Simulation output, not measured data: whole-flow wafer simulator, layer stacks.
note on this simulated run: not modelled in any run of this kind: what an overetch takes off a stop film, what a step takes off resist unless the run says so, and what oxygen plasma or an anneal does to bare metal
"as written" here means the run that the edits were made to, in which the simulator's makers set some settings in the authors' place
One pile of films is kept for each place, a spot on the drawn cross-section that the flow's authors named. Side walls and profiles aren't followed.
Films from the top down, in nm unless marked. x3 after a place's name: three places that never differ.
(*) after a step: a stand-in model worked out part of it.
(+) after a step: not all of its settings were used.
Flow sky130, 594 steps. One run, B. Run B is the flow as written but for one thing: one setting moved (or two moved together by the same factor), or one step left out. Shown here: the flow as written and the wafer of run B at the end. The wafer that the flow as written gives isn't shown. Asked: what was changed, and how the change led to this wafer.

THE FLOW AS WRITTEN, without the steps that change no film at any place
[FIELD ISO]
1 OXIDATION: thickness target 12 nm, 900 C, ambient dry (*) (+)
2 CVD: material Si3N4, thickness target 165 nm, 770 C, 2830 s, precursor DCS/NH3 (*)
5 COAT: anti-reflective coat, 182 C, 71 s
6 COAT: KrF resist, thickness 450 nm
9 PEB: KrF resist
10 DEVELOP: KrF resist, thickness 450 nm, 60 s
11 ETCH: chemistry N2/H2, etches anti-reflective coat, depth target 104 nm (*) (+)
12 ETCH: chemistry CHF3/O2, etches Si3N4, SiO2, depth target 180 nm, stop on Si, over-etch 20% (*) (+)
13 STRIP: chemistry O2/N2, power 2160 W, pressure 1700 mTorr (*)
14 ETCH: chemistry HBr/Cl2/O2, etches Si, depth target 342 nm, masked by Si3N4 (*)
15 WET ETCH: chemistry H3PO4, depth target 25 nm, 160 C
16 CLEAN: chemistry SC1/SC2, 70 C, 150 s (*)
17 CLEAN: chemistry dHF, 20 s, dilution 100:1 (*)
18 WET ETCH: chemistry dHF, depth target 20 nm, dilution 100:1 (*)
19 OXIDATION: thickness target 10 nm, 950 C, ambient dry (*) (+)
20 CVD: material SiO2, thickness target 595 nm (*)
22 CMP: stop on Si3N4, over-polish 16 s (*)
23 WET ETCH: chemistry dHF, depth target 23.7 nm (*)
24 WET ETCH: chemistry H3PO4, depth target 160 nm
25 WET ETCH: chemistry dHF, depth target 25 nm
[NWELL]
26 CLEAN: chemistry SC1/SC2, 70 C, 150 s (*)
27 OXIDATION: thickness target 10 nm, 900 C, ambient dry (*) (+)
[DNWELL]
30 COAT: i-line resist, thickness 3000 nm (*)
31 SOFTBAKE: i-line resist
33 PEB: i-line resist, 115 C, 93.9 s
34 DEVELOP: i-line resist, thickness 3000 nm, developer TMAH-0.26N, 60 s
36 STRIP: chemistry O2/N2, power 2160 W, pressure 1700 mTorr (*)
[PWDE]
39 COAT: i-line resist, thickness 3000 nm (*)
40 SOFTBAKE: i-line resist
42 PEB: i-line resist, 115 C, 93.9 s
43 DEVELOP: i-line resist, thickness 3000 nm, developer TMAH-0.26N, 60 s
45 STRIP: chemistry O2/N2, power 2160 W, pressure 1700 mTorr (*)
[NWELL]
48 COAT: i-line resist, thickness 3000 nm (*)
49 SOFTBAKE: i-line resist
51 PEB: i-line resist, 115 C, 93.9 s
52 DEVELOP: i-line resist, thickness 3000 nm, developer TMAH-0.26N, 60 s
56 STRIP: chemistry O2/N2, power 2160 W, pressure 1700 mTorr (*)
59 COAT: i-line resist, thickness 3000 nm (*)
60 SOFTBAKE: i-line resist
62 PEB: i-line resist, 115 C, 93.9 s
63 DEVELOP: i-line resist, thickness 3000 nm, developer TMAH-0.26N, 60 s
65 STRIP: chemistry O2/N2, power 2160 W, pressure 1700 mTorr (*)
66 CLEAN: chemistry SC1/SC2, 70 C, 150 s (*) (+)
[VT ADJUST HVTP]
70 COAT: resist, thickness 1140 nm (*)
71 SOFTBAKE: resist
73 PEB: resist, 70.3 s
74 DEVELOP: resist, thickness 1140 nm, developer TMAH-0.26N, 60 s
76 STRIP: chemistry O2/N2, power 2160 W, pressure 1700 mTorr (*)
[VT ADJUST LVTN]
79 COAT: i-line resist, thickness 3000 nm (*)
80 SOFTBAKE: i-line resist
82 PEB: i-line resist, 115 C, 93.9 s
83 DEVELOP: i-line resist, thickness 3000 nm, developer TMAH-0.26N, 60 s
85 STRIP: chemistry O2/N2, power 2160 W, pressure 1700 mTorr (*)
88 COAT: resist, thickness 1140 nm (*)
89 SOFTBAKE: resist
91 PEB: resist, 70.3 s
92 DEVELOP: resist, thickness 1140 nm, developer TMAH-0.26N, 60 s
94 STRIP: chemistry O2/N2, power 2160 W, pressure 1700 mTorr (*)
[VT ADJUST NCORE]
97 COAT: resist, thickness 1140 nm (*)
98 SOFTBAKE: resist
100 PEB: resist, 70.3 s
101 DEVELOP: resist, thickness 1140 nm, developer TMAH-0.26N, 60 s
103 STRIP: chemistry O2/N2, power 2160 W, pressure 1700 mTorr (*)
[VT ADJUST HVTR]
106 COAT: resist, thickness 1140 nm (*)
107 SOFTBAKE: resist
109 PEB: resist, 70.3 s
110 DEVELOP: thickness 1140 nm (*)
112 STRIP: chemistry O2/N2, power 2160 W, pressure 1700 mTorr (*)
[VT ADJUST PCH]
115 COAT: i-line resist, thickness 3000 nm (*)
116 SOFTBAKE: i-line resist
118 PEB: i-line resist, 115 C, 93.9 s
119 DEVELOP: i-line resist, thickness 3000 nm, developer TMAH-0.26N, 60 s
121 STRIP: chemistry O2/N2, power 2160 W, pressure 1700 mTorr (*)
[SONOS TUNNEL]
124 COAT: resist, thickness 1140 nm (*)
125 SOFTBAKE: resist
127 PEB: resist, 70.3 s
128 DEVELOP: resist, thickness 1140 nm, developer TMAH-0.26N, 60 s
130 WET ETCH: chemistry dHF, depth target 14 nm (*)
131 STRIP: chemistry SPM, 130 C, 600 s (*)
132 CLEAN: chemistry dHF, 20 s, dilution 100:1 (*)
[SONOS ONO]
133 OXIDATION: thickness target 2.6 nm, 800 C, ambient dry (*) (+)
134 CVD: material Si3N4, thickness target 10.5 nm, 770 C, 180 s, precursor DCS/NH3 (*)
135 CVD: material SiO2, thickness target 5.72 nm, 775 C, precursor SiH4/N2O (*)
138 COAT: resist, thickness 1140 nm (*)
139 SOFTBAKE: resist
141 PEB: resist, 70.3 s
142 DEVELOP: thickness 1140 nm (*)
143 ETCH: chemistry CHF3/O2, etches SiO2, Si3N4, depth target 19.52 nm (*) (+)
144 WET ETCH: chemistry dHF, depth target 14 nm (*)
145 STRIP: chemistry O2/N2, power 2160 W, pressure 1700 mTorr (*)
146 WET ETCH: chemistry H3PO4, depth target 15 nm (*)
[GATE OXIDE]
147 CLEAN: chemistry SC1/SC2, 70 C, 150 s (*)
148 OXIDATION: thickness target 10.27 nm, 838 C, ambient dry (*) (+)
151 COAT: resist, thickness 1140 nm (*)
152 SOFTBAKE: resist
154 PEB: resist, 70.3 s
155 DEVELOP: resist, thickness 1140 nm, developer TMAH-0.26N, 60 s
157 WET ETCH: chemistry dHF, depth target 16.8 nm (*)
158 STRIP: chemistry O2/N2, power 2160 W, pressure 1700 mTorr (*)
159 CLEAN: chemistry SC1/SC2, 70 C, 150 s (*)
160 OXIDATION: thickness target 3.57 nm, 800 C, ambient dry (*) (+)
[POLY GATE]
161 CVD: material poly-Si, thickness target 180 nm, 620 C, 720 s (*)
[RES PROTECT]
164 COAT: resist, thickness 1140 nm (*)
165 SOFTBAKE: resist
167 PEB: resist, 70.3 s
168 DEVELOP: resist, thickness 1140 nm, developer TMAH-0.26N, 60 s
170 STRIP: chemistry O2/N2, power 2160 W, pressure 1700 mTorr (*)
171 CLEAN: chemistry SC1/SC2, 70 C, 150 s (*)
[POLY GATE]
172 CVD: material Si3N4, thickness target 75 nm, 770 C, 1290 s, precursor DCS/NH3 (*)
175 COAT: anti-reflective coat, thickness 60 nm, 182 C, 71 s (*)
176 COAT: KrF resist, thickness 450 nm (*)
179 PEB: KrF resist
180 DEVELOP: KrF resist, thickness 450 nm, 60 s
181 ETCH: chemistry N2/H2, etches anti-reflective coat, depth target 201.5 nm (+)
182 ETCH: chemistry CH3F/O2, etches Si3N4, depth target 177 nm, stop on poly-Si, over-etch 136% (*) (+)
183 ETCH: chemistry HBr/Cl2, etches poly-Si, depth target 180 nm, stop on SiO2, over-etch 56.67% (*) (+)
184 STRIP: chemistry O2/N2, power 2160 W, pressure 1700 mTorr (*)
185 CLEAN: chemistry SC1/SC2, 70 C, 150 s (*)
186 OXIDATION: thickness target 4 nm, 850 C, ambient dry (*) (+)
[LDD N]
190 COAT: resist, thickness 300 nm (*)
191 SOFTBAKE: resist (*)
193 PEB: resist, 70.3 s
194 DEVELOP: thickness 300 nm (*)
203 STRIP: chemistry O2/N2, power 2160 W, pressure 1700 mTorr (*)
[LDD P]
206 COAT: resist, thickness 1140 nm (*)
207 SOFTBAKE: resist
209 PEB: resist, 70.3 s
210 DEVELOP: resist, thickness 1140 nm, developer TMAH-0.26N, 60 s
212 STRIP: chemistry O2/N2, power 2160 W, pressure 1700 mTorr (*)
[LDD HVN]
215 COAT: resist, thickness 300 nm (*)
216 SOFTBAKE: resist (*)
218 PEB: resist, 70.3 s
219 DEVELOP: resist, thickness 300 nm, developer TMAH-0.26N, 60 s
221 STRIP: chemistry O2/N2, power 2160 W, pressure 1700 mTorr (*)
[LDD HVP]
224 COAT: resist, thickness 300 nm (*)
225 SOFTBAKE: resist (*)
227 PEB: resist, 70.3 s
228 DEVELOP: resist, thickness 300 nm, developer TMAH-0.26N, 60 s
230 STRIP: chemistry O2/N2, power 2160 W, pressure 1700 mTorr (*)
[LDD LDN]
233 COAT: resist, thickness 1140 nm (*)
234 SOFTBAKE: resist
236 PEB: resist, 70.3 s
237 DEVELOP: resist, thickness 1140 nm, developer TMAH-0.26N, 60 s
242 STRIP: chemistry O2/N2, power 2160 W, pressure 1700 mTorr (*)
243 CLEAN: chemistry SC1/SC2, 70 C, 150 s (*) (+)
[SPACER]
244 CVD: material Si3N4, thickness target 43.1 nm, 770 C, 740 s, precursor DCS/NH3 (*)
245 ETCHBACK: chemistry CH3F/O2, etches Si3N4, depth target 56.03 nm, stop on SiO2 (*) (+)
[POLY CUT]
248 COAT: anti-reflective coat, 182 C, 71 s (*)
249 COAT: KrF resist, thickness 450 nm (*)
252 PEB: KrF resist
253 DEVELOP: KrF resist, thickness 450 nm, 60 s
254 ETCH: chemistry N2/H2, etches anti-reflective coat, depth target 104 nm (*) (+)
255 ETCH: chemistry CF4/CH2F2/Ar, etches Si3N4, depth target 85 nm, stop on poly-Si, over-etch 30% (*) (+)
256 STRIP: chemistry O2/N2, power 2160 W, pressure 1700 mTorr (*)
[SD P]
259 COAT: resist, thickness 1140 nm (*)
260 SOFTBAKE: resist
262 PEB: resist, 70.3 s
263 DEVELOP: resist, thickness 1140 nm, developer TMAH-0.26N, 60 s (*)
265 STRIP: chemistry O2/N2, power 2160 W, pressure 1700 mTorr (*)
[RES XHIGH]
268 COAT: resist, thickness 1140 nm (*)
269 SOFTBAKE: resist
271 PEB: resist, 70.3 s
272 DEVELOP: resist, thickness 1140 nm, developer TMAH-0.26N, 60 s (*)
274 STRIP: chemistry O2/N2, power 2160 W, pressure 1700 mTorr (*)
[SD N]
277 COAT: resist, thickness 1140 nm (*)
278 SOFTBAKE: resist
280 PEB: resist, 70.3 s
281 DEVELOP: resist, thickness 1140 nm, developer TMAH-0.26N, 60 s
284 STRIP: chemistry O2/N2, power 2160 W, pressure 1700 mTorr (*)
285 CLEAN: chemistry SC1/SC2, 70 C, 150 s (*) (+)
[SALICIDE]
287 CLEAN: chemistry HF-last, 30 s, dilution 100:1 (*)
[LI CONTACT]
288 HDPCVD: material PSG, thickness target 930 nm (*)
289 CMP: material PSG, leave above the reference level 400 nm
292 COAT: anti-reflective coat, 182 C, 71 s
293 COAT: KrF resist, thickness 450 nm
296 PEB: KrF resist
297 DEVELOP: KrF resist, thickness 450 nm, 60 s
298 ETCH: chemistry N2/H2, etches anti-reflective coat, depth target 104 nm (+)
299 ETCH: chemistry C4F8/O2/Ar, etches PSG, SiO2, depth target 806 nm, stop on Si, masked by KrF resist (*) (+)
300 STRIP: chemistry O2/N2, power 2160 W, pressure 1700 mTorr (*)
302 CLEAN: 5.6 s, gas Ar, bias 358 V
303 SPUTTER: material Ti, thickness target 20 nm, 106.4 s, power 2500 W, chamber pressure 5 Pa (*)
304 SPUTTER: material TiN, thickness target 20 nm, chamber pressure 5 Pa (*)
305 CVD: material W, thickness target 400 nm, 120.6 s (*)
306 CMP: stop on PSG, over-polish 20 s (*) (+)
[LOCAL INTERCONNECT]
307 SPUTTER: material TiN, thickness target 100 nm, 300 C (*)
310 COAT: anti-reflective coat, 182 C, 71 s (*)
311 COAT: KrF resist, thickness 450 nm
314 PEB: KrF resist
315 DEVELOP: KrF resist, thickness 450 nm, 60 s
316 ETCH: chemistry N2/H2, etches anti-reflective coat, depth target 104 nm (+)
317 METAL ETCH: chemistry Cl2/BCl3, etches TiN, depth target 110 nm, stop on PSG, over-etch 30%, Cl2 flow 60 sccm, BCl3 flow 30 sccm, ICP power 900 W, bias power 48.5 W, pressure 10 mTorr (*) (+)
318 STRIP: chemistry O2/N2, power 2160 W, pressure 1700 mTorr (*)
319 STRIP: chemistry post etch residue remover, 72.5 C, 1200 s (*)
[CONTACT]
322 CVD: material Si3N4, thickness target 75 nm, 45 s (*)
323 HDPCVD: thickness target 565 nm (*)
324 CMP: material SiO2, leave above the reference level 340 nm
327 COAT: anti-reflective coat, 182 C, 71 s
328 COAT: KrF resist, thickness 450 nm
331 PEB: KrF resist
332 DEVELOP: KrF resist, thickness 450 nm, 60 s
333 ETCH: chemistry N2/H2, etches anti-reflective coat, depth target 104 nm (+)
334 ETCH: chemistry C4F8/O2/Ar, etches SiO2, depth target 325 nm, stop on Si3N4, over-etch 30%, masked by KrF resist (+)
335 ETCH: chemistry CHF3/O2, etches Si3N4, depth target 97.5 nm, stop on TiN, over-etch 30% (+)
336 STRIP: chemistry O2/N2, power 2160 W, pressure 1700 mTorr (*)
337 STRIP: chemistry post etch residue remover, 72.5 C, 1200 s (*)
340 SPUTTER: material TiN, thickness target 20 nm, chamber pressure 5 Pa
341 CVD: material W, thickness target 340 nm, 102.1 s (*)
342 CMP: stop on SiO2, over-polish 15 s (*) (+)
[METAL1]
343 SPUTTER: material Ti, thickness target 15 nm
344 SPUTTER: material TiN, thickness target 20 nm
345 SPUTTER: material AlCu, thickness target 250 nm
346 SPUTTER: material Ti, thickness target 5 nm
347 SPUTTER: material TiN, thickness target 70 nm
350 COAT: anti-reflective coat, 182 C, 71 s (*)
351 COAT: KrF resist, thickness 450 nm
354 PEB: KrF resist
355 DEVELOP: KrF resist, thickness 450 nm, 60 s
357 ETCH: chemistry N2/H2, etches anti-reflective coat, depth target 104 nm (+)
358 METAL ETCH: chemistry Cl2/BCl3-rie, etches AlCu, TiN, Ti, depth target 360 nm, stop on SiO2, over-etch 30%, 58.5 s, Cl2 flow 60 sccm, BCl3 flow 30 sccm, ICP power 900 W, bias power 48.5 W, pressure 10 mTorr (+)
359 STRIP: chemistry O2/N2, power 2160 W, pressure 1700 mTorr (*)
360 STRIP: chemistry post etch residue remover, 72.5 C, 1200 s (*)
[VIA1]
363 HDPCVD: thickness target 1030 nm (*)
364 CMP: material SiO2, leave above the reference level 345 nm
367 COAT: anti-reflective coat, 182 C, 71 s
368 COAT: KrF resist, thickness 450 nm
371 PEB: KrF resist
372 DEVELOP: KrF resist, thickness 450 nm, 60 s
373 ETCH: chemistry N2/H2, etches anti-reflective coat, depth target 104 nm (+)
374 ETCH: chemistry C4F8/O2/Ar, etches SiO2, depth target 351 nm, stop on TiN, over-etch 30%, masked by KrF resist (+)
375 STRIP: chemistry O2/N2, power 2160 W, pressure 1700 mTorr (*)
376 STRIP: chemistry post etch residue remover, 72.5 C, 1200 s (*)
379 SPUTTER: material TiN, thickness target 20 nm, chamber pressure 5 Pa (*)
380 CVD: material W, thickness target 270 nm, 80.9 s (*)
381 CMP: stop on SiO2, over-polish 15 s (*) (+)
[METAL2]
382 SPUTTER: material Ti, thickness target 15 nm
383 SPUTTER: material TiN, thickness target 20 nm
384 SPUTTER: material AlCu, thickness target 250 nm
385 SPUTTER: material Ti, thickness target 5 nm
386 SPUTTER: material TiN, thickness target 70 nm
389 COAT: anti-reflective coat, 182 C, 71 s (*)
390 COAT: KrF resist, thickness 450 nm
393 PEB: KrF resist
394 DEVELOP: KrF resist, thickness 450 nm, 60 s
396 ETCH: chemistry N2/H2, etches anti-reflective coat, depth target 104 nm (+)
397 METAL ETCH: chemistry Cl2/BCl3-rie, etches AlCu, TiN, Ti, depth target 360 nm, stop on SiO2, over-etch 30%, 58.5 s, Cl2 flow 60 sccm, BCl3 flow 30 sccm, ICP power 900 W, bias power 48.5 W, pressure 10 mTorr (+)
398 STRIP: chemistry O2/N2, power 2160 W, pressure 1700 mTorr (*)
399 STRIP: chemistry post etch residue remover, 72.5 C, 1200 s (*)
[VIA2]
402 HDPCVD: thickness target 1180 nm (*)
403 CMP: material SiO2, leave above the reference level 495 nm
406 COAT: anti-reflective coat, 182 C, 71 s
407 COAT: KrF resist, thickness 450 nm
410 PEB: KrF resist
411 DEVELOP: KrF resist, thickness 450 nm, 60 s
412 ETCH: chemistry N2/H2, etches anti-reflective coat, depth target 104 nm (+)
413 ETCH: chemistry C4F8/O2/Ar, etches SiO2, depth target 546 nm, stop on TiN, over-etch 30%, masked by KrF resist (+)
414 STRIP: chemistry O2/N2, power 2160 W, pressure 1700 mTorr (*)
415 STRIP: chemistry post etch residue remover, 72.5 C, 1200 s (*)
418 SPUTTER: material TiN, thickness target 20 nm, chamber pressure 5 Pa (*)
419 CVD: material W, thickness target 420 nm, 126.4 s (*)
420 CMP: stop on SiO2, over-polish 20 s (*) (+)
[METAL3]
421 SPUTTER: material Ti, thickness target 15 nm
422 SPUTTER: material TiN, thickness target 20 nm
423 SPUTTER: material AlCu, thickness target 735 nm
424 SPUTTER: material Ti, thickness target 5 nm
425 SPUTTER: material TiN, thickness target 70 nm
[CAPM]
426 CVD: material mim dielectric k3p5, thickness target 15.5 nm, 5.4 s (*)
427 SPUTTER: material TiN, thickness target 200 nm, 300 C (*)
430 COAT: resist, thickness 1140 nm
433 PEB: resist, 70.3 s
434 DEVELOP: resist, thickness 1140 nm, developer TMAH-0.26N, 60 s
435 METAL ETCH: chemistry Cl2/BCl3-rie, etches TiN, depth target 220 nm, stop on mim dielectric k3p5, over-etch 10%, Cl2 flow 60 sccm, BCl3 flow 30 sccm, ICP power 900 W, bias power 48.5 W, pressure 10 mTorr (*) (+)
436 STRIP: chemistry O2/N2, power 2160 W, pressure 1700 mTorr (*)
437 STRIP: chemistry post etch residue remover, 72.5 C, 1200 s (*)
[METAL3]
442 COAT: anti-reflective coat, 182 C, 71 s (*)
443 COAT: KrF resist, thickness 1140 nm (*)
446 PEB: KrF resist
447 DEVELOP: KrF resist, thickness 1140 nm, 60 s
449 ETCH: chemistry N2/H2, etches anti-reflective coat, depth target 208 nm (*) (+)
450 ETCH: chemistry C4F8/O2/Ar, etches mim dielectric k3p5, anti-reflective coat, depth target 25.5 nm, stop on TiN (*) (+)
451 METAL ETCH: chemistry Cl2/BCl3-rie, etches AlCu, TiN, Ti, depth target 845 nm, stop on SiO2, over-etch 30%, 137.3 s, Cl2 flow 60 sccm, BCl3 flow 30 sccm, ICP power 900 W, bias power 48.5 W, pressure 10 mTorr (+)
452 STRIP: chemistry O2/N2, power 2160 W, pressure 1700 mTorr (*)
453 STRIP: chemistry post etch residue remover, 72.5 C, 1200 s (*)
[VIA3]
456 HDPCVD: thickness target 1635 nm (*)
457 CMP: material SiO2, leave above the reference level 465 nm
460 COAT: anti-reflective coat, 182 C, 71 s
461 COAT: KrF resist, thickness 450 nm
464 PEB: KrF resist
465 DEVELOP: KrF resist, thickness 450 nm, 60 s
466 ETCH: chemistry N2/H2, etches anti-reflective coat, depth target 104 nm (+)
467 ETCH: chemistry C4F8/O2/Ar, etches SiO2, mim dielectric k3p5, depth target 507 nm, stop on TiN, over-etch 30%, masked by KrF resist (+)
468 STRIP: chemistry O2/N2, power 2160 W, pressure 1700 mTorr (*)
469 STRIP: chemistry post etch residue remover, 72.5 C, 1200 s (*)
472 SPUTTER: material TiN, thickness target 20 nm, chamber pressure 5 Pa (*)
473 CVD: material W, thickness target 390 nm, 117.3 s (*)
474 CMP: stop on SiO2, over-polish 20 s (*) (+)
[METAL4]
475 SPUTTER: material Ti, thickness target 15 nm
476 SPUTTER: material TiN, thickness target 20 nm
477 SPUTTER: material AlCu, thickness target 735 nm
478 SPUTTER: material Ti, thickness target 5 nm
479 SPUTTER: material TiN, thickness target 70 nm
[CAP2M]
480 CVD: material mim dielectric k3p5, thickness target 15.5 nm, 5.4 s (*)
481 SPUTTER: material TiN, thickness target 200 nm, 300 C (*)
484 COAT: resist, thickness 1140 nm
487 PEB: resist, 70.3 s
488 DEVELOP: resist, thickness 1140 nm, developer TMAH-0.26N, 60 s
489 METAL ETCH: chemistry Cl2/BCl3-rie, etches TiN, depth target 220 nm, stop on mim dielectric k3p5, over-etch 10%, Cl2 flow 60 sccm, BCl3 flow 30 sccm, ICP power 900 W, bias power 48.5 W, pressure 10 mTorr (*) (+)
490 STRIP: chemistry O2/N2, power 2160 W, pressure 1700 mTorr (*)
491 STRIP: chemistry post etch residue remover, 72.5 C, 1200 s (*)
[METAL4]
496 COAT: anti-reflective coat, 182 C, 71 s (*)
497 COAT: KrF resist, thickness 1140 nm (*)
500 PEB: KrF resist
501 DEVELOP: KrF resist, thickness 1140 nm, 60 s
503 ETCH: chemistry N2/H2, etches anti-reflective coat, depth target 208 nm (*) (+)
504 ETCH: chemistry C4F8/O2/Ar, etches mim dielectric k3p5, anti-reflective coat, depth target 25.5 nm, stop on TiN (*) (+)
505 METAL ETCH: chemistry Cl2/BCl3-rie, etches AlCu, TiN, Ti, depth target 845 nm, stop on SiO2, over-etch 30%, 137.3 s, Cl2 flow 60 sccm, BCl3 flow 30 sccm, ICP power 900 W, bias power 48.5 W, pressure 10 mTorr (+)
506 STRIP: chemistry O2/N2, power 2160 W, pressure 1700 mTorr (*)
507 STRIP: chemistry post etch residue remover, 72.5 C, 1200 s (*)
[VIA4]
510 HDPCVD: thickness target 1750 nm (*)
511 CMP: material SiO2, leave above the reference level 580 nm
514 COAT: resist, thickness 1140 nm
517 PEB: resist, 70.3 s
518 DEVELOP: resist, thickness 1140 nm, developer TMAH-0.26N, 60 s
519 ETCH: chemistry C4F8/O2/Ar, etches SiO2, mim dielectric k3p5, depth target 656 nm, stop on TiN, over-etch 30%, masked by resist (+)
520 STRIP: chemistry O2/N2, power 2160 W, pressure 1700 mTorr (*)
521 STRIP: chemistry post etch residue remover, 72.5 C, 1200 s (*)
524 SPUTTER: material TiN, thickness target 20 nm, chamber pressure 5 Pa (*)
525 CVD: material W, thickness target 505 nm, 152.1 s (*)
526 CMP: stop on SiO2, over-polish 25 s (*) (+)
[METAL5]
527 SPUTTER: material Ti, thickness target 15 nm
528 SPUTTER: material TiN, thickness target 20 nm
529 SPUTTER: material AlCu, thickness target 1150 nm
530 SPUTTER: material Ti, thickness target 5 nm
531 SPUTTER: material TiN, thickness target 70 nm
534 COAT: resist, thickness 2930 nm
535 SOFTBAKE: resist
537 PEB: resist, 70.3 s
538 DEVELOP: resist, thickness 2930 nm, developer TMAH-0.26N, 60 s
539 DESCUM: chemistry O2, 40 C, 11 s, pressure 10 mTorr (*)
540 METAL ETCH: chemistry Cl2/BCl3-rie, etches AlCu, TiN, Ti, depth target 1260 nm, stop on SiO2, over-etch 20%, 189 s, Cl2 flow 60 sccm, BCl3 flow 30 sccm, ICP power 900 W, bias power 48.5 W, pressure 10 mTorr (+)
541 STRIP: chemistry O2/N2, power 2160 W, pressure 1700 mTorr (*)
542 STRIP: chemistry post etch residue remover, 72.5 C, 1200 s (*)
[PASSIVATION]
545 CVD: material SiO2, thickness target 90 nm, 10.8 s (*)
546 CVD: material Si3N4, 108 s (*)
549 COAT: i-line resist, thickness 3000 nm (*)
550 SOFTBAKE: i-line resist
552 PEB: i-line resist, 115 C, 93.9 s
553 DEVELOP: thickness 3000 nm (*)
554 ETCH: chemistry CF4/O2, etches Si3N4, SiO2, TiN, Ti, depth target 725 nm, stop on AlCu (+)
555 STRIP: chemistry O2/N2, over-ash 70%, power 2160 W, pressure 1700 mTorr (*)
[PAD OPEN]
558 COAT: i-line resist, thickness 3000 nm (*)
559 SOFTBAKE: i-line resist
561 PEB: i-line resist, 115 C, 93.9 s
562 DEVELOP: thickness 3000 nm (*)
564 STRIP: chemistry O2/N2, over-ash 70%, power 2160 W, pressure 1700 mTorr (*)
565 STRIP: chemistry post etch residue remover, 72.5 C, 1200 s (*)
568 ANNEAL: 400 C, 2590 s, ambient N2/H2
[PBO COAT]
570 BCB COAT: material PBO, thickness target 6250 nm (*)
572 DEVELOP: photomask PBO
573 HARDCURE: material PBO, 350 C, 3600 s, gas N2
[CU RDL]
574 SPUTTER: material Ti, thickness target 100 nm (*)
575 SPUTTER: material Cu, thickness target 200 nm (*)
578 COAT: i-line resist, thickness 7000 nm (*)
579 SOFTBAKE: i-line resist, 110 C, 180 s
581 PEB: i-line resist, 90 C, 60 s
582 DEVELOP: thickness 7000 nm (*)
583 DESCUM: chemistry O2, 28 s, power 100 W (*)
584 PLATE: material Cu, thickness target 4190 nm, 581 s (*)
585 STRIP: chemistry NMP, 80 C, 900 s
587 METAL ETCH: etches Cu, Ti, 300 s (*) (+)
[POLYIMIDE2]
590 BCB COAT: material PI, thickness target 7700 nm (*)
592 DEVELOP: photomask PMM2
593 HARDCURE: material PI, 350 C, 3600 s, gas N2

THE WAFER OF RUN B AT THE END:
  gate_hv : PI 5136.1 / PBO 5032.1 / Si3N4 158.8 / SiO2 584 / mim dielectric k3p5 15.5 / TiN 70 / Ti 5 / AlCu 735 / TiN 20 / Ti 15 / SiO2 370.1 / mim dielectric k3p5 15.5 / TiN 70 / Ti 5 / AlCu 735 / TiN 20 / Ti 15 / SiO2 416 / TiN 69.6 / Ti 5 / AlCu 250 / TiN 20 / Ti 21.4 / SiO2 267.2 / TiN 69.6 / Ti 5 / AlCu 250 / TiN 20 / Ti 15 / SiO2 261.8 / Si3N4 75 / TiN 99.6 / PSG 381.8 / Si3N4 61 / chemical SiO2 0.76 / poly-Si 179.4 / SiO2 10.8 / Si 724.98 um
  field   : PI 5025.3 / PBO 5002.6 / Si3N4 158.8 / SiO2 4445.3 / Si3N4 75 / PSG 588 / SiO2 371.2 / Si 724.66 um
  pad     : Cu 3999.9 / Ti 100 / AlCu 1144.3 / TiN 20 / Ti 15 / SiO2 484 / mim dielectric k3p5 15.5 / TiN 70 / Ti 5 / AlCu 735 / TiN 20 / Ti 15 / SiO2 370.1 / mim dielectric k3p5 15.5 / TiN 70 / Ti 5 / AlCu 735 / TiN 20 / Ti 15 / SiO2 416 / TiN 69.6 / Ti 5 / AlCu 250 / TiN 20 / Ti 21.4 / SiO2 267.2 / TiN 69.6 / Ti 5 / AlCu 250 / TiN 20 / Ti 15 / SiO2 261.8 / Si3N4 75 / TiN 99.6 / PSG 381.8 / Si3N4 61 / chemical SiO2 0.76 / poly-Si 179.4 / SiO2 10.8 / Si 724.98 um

The cause: step 382, SPUTTER: thickness target 21.4 nm was run, where the flow has thickness target 15 nm.
It can be read off the wafer: gate_hv has Ti 21.4, and step 382 as written asks for 15 nm.

How the change led to this, step by step:
  382 SPUTTER: material Ti, thickness target 15 nm
      field, active, n_well and 188 more: Ti +21.4 (new film) (as written it would be: Ti +15 (new film))
  397 METAL ETCH: chemistry Cl2/BCl3-rie, etches AlCu, TiN, Ti, depth target 360 nm, stop on SiO2, over-etch 30%, 58.5 s, Cl2 flow 60 sccm, BCl3 flow 30 sccm, ICP power 900 W, bias power 48.5 W, pressure 10 mTorr (+)
      field, active, gate and 82 more: TiN -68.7 (all of it), Ti -5 (all of it), AlCu -250 (all of it), TiN -20 (all of it), Ti -21.4 (all of it), SiO2 -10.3 (as written it would be: TiN -68.7 (all of it), Ti -5 (all of it), AlCu -250 (all of it), TiN -20 (all of it), Ti -15 (all of it), SiO2 -10.9)
